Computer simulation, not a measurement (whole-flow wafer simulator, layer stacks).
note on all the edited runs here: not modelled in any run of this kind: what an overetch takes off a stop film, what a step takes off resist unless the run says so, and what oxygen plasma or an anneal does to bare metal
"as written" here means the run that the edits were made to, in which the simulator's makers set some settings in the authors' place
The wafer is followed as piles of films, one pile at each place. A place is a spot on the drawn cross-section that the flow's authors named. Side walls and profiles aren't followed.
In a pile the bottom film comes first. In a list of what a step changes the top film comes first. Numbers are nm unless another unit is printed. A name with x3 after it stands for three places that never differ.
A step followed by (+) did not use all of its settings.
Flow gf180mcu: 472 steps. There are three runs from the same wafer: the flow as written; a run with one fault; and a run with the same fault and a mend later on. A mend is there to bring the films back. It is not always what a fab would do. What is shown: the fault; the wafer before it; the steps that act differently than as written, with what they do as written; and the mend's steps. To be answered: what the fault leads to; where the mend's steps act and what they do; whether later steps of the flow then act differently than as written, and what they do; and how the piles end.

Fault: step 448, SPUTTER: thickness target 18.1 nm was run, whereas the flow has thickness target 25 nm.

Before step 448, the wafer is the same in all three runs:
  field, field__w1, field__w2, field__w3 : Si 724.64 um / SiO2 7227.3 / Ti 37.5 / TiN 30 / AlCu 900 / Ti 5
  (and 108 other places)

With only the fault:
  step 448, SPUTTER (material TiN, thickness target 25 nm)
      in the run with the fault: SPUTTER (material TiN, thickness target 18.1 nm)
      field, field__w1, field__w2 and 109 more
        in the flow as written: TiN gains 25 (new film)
        in the run with the fault: TiN gains 18.1 (new film)
  Later steps of the flow acting differently than as written (5 more steps, not shown, differ only slightly: by at most 2% or 0.5 nm, whichever is larger):
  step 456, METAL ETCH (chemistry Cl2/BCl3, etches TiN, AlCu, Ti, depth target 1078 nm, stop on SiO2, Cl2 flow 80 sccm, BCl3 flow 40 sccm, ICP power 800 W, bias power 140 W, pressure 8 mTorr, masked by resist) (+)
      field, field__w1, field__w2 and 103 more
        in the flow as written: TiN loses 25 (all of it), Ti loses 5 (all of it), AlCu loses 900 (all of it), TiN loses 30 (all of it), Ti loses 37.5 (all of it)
        in the run with the fault: TiN loses 18.1 (all of it), Ti loses 5 (all of it), AlCu loses 900 (all of it), TiN loses 30 (all of it), Ti loses 37.5 (all of it)
  By the end, the piles at field__w8, contact, m1, m1__w1, pad, m1_nw depart from the flow's by more than 2% or 0.5 nm, whichever is larger.
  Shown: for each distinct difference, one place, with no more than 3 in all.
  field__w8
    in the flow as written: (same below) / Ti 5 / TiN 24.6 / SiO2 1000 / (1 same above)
    in the run with the fault: (same below) / Ti 5 / TiN 17.7 / SiO2 1000 / (1 same above)
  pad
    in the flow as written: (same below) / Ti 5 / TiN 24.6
    in the run with the fault: (same below) / Ti 5 / TiN 17.7

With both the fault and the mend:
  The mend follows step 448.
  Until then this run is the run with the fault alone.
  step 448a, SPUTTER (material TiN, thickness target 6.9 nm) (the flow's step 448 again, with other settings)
      field, field__w1, field__w2 and 109 more
        TiN gains 6.9
  None of the later steps of the flow acts differently than as written at any place that is followed.
  The piles end the same as the flow's at every place that both follow.
